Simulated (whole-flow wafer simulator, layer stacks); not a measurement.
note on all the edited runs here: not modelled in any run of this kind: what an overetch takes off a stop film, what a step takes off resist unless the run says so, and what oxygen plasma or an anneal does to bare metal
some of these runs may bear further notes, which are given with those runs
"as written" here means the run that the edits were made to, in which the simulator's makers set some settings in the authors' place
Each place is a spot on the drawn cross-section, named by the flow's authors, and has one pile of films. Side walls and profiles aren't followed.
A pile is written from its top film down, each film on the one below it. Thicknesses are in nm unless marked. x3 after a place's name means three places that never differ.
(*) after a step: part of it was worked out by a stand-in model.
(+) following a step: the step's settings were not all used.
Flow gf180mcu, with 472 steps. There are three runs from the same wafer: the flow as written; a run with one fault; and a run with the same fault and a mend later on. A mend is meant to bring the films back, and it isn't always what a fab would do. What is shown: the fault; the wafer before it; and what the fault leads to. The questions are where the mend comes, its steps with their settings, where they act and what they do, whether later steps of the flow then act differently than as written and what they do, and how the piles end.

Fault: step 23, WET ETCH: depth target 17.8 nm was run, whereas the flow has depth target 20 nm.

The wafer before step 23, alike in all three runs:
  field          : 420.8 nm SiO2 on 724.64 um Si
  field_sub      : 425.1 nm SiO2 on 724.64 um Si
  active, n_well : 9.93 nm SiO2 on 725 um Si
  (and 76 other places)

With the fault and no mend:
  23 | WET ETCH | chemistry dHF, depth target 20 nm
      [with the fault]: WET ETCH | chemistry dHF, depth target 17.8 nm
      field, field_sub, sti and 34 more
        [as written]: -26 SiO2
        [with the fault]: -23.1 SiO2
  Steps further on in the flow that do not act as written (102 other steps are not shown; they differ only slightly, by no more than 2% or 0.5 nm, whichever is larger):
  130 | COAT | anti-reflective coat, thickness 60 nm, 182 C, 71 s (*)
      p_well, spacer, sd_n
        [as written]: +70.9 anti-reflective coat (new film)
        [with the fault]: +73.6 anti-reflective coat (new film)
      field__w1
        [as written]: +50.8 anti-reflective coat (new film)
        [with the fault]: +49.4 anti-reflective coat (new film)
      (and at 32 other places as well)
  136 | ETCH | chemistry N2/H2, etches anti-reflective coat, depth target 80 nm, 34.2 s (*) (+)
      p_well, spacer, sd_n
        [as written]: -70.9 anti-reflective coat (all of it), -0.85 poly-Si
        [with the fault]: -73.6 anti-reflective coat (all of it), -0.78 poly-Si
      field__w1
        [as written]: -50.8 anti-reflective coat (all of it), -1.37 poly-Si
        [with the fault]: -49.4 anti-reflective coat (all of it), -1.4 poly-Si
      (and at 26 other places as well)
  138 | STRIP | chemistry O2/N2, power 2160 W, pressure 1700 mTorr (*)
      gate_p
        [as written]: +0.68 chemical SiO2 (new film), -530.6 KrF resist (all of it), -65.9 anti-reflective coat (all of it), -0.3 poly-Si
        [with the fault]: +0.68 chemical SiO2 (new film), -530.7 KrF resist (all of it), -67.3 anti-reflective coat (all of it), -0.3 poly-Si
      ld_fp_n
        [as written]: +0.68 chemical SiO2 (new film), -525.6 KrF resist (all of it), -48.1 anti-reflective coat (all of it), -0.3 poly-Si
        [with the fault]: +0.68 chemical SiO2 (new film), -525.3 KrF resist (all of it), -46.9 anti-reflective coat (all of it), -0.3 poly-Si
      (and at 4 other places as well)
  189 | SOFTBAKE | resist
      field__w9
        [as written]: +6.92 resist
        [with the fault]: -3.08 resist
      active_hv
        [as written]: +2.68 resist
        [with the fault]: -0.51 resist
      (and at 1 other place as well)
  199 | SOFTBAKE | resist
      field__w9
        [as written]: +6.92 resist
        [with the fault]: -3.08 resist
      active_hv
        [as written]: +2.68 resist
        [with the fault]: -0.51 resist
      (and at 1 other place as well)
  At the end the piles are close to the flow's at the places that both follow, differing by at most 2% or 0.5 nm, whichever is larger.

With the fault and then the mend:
  After step 23 comes the mend.
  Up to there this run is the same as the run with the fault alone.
  23a | WET ETCH | chemistry dHF, depth target 2.2 nm (a further turn of the flow's step 23, with different settings)
      field, field_sub, sti and 34 more
        -2.2 SiO2
  Steps further on in the flow that do not act as written (103 other steps are not shown; they differ only slightly, by no more than 2% or 0.5 nm, whichever is larger):
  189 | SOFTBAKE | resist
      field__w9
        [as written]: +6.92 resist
        [with the mend]: -3.07 resist
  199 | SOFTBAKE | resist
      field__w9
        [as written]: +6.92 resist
        [with the mend]: -3.07 resist
  At the end the piles are close to the flow's at the places that both follow, differing by at most 2% or 0.5 nm, whichever is larger.
